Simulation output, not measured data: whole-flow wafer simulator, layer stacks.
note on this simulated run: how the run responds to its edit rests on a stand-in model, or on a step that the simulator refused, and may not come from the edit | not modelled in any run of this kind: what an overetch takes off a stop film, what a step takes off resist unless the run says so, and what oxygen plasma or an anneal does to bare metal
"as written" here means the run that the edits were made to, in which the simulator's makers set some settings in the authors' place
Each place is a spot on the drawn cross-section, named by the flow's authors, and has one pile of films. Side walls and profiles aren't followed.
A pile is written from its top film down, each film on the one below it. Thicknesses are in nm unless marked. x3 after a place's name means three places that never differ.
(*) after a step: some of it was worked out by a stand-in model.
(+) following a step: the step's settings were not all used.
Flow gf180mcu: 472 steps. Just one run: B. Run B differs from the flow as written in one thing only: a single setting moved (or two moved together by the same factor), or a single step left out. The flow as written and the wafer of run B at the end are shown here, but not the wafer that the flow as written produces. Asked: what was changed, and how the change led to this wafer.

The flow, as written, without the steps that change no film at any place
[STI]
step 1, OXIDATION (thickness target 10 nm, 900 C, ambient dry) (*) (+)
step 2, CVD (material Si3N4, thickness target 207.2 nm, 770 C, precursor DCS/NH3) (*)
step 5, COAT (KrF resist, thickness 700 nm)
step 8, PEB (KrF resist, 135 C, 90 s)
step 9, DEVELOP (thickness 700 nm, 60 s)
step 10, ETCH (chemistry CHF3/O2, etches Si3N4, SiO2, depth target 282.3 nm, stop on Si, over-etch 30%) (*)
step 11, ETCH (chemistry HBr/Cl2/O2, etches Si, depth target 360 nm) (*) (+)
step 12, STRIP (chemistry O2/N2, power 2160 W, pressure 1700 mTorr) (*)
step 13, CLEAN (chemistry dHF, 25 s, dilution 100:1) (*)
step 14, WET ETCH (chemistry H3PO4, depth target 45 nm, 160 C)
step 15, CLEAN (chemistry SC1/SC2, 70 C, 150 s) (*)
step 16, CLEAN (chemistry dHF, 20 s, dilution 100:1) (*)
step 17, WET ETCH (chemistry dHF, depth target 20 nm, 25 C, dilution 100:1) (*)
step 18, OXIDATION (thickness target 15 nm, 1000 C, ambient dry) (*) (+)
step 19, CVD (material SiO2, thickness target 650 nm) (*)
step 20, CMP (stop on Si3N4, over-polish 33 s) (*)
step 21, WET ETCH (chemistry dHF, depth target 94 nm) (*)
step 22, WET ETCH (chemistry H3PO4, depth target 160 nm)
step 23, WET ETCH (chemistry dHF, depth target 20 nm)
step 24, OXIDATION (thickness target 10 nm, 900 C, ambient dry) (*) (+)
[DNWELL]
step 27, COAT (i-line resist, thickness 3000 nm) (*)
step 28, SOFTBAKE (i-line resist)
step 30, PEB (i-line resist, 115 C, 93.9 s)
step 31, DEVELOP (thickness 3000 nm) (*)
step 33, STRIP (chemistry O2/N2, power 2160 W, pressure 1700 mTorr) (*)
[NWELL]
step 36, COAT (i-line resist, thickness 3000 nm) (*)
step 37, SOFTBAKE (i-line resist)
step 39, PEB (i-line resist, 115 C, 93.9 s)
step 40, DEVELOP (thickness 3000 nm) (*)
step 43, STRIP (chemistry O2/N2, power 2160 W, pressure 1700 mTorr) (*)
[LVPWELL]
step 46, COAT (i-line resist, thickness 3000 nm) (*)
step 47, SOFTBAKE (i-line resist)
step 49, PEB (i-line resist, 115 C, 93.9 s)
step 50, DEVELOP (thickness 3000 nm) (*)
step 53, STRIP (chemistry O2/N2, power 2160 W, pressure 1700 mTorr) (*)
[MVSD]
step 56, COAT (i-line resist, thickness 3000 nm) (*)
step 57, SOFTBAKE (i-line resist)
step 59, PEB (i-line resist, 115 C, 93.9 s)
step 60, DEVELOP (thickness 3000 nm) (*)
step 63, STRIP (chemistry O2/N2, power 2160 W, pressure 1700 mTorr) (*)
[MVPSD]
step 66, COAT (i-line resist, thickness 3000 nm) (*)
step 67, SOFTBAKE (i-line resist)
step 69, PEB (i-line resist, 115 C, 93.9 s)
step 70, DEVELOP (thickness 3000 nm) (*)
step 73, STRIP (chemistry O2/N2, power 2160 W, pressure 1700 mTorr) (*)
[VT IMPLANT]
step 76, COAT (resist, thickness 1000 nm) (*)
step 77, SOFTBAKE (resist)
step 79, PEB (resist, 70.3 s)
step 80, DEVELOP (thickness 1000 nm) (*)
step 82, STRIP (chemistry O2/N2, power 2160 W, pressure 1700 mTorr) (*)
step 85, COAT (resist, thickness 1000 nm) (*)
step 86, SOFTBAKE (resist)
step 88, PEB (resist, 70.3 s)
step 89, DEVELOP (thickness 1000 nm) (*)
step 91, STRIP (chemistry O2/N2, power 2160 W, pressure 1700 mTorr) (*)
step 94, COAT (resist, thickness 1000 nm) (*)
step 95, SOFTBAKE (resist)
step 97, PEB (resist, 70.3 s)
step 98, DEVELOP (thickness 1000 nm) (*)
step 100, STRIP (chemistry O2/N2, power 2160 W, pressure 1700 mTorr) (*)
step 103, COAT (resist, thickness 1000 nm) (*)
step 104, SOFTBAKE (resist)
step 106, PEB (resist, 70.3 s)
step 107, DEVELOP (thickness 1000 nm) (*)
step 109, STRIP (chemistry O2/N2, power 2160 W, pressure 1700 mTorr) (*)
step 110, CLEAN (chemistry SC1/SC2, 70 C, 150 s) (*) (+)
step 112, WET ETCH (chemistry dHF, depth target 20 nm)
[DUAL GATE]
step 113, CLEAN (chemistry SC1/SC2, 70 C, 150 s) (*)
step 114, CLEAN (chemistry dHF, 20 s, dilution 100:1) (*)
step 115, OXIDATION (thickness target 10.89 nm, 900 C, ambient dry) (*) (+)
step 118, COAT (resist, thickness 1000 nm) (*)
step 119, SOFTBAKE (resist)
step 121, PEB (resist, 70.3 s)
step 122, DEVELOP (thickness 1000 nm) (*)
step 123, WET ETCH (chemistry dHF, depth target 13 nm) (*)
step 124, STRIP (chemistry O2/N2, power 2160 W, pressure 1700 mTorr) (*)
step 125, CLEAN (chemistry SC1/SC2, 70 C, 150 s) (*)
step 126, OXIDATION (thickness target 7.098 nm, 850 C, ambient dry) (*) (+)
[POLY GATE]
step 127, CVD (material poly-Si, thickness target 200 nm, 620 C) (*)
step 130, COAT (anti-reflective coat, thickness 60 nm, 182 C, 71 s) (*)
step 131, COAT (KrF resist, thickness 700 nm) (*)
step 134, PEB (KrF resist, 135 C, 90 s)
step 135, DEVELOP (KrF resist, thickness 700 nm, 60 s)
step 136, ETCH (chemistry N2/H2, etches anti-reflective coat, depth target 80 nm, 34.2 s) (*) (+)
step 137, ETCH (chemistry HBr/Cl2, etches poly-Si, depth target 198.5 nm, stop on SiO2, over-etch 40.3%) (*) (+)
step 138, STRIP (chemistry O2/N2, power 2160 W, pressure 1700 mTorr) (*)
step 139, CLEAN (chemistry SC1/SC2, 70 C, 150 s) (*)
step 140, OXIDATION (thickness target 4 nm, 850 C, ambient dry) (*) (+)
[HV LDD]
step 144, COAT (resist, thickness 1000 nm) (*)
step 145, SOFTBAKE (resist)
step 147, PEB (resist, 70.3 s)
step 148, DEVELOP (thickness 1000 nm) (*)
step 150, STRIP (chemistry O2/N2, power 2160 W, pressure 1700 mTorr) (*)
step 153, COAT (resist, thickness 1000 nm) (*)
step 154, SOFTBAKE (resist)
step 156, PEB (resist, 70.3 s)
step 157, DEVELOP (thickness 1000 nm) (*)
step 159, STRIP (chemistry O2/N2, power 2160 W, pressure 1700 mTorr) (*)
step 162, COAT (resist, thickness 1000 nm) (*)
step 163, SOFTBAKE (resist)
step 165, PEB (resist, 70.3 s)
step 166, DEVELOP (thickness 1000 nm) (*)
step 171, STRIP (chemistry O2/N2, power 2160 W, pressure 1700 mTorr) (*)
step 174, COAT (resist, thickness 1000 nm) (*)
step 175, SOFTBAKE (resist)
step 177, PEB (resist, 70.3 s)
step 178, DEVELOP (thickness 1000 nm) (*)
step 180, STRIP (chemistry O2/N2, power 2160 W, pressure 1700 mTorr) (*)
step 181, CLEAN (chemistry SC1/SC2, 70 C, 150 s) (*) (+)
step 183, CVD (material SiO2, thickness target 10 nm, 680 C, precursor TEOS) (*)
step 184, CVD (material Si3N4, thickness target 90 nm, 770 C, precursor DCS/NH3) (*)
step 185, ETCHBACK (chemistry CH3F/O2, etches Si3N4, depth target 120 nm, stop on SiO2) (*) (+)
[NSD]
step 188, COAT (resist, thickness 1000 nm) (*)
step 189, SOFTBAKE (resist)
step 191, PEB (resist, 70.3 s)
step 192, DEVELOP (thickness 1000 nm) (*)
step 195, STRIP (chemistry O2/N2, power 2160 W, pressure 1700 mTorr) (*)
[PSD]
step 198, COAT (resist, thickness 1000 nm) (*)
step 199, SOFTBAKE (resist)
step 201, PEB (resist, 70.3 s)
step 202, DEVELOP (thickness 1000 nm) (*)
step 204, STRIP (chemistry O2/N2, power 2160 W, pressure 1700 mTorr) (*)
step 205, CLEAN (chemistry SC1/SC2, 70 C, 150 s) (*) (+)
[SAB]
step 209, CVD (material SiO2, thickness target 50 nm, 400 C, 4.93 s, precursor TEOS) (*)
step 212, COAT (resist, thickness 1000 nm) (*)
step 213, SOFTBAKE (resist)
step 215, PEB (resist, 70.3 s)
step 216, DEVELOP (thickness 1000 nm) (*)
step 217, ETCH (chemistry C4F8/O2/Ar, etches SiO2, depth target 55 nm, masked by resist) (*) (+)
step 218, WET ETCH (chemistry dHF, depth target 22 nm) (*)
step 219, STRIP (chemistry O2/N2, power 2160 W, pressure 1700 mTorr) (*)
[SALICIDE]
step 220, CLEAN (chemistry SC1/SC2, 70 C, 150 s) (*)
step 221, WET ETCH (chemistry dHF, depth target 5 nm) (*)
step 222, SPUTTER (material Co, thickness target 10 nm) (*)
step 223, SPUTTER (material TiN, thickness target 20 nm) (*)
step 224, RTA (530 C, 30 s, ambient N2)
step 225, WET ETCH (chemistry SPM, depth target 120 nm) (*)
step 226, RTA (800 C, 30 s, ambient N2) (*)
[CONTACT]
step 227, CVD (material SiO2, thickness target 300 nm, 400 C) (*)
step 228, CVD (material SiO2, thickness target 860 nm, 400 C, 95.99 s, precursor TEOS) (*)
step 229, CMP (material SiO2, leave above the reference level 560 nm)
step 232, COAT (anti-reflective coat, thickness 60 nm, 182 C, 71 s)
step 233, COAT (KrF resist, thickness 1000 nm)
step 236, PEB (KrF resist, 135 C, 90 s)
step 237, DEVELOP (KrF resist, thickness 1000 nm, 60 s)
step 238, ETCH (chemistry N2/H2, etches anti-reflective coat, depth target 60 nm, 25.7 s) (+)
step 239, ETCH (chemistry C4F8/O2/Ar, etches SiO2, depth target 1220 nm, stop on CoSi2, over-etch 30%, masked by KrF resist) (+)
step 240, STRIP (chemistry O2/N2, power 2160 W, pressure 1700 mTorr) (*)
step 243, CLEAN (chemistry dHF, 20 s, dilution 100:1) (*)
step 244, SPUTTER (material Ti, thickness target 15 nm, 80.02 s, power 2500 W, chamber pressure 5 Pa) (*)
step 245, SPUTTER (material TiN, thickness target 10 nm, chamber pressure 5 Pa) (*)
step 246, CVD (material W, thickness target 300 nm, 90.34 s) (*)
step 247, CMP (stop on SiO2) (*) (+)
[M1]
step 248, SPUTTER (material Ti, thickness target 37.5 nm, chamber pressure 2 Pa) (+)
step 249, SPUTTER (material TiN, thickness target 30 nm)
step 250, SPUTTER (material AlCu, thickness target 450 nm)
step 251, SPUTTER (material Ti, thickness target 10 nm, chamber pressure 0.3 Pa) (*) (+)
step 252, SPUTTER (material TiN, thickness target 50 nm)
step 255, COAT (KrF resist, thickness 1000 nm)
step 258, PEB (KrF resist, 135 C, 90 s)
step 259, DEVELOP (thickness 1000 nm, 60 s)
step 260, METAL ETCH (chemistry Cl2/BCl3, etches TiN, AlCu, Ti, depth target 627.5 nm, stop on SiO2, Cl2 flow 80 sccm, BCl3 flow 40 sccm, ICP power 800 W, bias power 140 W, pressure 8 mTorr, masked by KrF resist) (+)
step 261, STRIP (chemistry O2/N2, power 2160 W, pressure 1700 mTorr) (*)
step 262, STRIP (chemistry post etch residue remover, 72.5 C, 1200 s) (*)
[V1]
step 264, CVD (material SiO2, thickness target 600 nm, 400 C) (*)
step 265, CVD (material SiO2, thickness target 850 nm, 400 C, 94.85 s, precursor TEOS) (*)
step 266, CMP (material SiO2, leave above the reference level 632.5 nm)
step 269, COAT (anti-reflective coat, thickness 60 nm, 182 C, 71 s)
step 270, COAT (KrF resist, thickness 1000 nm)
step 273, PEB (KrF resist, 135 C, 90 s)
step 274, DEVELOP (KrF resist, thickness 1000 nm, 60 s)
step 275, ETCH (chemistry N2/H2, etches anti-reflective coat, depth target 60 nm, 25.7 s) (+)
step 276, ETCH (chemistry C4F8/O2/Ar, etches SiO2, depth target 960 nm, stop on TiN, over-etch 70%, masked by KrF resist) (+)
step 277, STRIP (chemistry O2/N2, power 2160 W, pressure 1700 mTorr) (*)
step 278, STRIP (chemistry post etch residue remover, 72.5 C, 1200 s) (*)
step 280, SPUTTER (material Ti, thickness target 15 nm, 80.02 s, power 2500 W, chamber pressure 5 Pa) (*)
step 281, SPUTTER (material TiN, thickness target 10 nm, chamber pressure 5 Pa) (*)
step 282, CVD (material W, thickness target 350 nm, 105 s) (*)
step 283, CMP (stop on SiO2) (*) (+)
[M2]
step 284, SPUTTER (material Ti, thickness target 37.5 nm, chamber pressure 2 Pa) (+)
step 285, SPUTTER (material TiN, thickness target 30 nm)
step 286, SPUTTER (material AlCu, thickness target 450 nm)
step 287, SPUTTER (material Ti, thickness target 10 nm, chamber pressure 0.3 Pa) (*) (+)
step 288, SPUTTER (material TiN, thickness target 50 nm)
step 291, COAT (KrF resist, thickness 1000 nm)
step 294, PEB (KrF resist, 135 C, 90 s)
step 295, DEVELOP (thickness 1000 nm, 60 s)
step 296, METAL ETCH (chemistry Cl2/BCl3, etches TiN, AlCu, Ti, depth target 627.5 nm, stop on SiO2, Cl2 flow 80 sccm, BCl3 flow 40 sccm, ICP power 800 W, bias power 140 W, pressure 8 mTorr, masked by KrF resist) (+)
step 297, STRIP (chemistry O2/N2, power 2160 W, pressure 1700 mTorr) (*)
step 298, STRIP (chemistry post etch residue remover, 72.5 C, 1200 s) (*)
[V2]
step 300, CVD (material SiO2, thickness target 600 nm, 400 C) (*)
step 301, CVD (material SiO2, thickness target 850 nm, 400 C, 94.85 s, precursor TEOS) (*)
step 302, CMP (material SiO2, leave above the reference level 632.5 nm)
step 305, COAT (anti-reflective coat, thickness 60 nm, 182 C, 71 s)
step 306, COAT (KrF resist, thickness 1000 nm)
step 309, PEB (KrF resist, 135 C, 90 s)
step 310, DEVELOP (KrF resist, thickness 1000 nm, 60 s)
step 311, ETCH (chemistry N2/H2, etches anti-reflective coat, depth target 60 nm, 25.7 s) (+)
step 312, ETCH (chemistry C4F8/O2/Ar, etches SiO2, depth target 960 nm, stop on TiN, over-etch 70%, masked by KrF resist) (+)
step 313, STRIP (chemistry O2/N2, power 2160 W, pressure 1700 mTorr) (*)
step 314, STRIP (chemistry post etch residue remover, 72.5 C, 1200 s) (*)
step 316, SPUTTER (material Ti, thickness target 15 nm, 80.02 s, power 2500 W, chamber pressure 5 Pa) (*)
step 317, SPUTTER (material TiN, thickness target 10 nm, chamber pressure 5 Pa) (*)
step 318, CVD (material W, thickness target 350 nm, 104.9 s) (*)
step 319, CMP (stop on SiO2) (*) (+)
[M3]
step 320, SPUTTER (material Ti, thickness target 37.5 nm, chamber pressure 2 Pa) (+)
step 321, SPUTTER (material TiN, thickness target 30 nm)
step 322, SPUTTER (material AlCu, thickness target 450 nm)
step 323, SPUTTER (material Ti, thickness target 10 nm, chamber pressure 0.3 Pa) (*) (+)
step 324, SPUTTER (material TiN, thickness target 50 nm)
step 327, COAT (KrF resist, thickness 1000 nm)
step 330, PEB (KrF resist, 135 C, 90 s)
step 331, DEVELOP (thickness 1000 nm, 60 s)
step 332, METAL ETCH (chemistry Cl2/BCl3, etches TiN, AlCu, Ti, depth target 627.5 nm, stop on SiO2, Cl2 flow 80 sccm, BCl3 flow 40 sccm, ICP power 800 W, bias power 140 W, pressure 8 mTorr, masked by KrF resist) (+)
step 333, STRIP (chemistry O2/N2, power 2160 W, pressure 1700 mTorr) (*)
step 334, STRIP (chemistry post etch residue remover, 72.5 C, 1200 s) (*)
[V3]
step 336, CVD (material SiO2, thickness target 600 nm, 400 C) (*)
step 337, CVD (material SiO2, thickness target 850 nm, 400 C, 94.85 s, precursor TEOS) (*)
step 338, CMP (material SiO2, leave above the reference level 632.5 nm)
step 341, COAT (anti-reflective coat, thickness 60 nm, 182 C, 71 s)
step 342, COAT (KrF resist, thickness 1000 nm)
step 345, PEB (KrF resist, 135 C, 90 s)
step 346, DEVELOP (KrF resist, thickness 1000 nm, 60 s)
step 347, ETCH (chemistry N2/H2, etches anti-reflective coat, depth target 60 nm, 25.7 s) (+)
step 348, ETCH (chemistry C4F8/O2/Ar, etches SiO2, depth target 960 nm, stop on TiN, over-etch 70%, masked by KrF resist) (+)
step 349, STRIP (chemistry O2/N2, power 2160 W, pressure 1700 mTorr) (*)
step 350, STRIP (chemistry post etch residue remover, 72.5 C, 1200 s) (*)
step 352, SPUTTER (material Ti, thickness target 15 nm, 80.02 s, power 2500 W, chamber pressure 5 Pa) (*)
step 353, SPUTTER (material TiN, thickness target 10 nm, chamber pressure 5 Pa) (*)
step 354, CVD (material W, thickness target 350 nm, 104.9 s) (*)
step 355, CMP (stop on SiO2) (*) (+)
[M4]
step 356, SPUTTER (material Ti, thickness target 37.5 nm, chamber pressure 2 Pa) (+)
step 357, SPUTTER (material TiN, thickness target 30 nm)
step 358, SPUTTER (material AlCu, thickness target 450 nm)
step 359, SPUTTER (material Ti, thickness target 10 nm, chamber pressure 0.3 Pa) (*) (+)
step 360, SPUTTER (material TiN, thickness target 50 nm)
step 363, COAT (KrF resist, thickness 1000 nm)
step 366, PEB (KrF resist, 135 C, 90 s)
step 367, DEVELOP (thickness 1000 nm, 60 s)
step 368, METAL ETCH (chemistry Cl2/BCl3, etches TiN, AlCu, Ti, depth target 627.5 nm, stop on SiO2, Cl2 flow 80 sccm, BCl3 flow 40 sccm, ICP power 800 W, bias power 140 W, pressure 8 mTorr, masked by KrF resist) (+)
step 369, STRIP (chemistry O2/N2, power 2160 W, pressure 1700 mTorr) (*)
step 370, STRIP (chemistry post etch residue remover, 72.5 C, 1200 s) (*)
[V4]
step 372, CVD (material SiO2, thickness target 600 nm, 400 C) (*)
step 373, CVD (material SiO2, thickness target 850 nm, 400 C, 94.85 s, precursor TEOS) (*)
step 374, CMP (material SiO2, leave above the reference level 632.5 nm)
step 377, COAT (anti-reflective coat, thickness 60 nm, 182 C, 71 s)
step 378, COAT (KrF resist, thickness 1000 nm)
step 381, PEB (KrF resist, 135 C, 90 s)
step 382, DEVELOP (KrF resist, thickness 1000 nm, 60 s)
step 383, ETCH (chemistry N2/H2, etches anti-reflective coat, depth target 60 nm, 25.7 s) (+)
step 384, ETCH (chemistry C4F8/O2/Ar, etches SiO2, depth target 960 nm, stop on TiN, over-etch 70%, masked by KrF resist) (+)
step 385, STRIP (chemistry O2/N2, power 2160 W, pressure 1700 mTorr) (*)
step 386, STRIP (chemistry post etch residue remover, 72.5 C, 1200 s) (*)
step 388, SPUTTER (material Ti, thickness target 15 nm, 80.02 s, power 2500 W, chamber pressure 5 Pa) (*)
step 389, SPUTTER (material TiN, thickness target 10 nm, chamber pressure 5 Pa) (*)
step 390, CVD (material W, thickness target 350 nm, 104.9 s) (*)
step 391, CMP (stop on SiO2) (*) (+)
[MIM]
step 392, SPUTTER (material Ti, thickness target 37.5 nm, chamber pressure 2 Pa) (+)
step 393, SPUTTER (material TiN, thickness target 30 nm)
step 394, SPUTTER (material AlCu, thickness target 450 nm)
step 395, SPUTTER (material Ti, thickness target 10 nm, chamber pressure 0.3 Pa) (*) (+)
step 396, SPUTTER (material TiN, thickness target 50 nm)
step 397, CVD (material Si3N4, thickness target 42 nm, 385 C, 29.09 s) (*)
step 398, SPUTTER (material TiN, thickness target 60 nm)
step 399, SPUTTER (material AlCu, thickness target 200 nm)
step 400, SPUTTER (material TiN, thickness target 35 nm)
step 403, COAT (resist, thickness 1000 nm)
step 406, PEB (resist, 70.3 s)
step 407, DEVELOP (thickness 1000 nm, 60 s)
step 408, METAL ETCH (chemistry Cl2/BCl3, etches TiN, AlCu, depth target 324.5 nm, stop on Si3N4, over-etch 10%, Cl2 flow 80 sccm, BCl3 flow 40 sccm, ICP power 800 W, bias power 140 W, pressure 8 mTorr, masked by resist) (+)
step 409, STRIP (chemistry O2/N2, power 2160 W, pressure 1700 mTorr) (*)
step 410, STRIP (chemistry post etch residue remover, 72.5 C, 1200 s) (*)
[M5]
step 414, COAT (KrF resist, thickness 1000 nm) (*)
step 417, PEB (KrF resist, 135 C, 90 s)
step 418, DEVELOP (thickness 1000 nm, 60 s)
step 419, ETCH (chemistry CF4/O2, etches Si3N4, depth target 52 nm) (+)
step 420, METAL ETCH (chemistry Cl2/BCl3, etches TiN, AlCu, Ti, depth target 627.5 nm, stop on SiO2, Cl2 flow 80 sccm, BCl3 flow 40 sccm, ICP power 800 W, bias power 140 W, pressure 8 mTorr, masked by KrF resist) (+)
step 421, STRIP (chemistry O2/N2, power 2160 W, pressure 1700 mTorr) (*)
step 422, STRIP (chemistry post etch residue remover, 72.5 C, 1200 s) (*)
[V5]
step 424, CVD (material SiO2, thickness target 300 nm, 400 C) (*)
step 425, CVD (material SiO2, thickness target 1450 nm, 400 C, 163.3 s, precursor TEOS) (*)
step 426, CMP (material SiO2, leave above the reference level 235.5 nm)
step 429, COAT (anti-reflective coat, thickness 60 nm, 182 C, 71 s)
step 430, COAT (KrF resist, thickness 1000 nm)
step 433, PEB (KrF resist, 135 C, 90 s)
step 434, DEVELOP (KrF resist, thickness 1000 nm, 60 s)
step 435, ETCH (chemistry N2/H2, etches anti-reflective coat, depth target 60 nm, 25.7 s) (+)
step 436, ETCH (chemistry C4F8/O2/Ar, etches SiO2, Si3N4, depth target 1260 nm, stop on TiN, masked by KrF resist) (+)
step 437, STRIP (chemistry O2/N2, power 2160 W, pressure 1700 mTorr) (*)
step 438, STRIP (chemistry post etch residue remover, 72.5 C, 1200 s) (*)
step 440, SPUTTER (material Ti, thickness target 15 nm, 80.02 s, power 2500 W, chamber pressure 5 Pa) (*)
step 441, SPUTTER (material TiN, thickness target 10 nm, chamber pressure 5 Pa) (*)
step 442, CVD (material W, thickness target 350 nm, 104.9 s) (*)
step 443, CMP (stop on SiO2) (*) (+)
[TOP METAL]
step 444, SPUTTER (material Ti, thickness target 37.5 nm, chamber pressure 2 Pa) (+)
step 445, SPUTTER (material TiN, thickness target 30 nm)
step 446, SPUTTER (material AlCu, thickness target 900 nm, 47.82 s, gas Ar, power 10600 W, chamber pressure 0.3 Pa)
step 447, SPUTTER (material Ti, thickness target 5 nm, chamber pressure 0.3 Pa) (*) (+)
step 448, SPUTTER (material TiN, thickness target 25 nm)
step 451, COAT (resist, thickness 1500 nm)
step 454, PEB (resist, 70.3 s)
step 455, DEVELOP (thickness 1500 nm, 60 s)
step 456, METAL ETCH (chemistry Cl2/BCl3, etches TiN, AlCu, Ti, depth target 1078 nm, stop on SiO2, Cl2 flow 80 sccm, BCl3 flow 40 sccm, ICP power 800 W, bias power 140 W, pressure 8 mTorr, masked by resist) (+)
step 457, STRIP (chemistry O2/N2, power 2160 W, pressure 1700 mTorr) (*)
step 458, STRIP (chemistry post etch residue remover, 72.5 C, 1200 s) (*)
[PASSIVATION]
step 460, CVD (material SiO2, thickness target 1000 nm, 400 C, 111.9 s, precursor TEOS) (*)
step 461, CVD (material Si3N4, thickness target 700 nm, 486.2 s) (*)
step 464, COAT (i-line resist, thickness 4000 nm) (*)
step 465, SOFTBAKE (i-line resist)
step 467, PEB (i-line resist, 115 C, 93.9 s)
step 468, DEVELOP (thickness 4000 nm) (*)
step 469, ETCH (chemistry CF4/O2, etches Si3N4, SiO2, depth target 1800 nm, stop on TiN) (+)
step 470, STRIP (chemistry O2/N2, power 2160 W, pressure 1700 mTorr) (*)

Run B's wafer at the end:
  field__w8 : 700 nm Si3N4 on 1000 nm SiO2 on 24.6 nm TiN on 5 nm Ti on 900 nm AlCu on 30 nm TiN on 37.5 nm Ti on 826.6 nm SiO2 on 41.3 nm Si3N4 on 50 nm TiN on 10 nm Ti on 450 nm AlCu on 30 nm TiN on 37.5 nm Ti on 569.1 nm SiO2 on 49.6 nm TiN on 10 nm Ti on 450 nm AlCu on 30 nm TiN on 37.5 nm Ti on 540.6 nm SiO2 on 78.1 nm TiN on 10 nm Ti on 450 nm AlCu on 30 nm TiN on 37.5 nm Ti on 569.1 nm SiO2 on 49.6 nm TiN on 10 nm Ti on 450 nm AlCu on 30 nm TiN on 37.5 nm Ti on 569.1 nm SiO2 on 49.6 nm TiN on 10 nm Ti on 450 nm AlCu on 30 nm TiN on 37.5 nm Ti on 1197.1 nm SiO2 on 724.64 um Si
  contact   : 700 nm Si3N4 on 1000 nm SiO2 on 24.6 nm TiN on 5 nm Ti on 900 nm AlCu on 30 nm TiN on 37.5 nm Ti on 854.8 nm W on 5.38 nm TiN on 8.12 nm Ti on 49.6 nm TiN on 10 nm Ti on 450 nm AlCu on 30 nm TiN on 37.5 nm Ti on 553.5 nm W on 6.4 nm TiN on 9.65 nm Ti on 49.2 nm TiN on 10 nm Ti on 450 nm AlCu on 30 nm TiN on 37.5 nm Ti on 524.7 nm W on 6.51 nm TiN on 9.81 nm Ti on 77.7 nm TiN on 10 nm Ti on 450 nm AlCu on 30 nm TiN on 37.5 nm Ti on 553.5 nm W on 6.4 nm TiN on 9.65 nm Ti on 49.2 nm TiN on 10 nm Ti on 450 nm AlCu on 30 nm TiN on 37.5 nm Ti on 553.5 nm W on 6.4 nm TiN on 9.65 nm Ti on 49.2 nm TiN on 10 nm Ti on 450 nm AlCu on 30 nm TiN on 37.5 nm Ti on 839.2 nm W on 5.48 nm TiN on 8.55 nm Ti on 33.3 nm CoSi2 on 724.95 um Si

The reason: step 324, SPUTTER: thickness target 78.5 nm was run, though the flow has thickness target 50 nm.

Step by step, how the change led to this:
  step 324, SPUTTER (material TiN, thickness target 50 nm)
      field, field__w1, field__w2 and 108 more: TiN gains 78.5 (new film) (in the flow as written it would be: TiN gains 50 (new film))
  step 332, METAL ETCH (chemistry Cl2/BCl3, etches TiN, AlCu, Ti, depth target 627.5 nm, stop on SiO2, Cl2 flow 80 sccm, BCl3 flow 40 sccm, ICP power 800 W, bias power 140 W, pressure 8 mTorr, masked by KrF resist) (+)
      field, field__w1, field__w2 and 103 more: TiN loses 78.5 (all of it), Ti loses 10 (all of it), AlCu loses 450 (all of it), TiN loses 30 (all of it), Ti loses 37.5 (all of it) (in the flow as written it would be: TiN loses 50 (all of it), Ti loses 10 (all of it), AlCu loses 450 (all of it), TiN loses 30 (all of it), Ti loses 37.5 (all of it))
  step 338, CMP (material SiO2, leave above the reference level 632.5 nm)
      field__w8, contact, m1, m1__w1, m1_nw: SiO2 loses 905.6 (in the flow as written it would be: SiO2 loses 877.1)
  step 348, ETCH (chemistry C4F8/O2/Ar, etches SiO2, depth target 960 nm, stop on TiN, over-etch 70%, masked by KrF resist) (+)
      field, field__w1, field__w2 and 107 more: KrF resist loses 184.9 (in the flow as written it would be: KrF resist loses 192)
      contact: SiO2 loses 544 (all of it) (in the flow as written it would be: SiO2 loses 572.5 (all of it))
  step 354, CVD (material W, thickness target 350 nm, 104.9 s) (*)
      contact: W gains 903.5 (new film) (in the flow as written it would be: W gains 932.3 (new film))
